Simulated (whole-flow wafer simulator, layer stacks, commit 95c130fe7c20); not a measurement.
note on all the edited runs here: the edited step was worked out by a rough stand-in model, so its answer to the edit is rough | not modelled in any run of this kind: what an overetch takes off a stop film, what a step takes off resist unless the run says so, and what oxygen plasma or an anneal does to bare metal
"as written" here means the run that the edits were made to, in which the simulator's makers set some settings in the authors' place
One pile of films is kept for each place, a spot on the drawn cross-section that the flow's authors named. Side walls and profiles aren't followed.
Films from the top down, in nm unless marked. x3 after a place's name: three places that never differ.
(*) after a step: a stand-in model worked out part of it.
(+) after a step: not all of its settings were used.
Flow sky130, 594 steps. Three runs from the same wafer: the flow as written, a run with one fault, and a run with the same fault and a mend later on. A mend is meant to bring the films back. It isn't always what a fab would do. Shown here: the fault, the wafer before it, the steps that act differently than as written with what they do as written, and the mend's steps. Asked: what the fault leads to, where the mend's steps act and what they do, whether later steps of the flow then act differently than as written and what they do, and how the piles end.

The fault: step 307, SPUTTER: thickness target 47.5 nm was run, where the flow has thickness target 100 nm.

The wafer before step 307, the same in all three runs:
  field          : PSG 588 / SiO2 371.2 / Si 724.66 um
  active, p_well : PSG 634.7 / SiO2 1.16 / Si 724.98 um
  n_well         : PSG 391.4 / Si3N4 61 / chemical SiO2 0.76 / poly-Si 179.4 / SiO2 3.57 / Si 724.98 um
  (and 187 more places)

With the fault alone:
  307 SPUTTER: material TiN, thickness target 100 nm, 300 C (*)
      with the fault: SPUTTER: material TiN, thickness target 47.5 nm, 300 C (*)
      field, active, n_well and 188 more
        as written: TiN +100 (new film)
        with the fault: TiN +47.5 (new film)
  Later steps of the flow that act differently than as written (1 more step differs only slightly, by at most 2% or 0.5 nm, whichever is larger, and isn't shown):
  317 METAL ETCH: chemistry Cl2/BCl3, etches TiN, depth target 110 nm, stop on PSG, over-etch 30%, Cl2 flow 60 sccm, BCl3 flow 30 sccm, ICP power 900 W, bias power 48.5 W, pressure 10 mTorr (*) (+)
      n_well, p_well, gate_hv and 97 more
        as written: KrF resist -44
        with the fault: KrF resist -24
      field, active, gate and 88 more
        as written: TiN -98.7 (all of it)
        with the fault: TiN -46.2 (all of it)
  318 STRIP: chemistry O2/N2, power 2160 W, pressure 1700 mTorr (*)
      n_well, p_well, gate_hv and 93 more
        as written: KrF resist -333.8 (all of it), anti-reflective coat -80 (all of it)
        with the fault: KrF resist -353.8 (all of it), anti-reflective coat -80 (all of it)
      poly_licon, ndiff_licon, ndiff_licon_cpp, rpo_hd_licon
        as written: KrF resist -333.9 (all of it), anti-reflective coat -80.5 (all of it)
        with the fault: KrF resist -353.9 (all of it), anti-reflective coat -80.5 (all of it)
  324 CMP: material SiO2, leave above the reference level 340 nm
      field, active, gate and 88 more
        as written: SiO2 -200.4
        with the fault: SiO2 -252.9
  At the end the piles differ from the flow's by more than 2% or 0.5 nm, whichever is larger, at n_well, p_well, gate_hv and 118 more.
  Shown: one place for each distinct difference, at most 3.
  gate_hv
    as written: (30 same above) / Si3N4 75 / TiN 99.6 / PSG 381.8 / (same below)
    with the fault: (30 same above) / Si3N4 75 / TiN 47.1 / PSG 381.8 / (same below)
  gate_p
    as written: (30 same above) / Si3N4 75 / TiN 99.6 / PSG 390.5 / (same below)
    with the fault: (30 same above) / Si3N4 75 / TiN 47.1 / PSG 390.5 / (same below)
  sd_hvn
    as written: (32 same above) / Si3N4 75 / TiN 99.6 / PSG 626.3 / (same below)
    with the fault: (32 same above) / Si3N4 75 / TiN 47.1 / PSG 626.3 / (same below)

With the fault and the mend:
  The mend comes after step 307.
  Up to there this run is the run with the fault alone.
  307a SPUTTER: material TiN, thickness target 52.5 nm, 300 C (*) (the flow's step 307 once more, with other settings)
      field, active, n_well and 188 more
        TiN +52.5
  No later step of the flow acts differently than as written, at any place that is followed, by more than 2% or 0.5 nm, whichever is larger.
  At the end the piles are the same as the flow's at every place that both follow.
